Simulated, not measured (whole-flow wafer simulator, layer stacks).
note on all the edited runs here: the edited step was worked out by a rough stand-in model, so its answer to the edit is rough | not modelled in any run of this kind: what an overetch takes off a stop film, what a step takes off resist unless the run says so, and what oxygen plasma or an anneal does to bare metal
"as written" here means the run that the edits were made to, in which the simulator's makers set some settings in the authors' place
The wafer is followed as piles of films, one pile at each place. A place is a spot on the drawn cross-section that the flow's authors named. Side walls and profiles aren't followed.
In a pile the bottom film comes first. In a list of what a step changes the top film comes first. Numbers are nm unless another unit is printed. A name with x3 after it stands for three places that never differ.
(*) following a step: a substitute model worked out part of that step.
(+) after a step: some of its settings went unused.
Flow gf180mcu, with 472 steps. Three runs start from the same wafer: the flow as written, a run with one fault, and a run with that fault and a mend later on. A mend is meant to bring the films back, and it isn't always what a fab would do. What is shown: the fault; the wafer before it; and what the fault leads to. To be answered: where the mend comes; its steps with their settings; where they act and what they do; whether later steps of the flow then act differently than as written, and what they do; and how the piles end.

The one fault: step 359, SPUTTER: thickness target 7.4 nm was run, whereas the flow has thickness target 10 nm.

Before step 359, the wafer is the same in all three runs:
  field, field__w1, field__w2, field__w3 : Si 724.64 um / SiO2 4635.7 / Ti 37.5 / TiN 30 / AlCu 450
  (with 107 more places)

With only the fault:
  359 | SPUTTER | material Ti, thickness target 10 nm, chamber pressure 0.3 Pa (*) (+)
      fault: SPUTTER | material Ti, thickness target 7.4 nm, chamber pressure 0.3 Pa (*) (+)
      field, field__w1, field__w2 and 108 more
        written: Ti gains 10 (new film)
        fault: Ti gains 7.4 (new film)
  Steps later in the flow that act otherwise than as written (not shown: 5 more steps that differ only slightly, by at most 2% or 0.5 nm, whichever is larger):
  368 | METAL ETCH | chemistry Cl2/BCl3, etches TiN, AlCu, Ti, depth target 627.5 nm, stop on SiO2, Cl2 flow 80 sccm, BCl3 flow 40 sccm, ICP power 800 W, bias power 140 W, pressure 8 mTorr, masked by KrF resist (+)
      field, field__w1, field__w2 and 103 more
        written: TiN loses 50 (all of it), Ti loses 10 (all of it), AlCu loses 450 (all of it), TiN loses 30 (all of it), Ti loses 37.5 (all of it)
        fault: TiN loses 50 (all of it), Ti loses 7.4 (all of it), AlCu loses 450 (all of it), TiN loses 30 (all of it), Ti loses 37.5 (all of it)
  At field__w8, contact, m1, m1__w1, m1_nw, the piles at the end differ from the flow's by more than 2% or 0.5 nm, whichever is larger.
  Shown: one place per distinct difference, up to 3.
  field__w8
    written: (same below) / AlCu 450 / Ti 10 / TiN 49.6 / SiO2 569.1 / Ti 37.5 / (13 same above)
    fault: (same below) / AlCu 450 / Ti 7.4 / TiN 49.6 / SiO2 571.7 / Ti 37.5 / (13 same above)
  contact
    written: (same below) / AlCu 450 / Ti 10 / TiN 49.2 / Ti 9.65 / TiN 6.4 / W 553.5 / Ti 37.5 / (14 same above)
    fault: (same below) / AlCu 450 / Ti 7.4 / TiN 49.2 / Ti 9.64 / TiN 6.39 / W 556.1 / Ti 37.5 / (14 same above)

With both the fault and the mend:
  The mend follows step 359.
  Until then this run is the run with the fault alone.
  359a | SPUTTER | material Ti, thickness target 2.6 nm, chamber pressure 0.3 Pa (*) (+) (the flow's step 359 again, with other settings)
      field, field__w1, field__w2 and 108 more
        Ti gains 2.6
  Every later step of the flow that is run acts as written at every place that is followed.
  At every place that both follow, the piles at the end match the flow's.
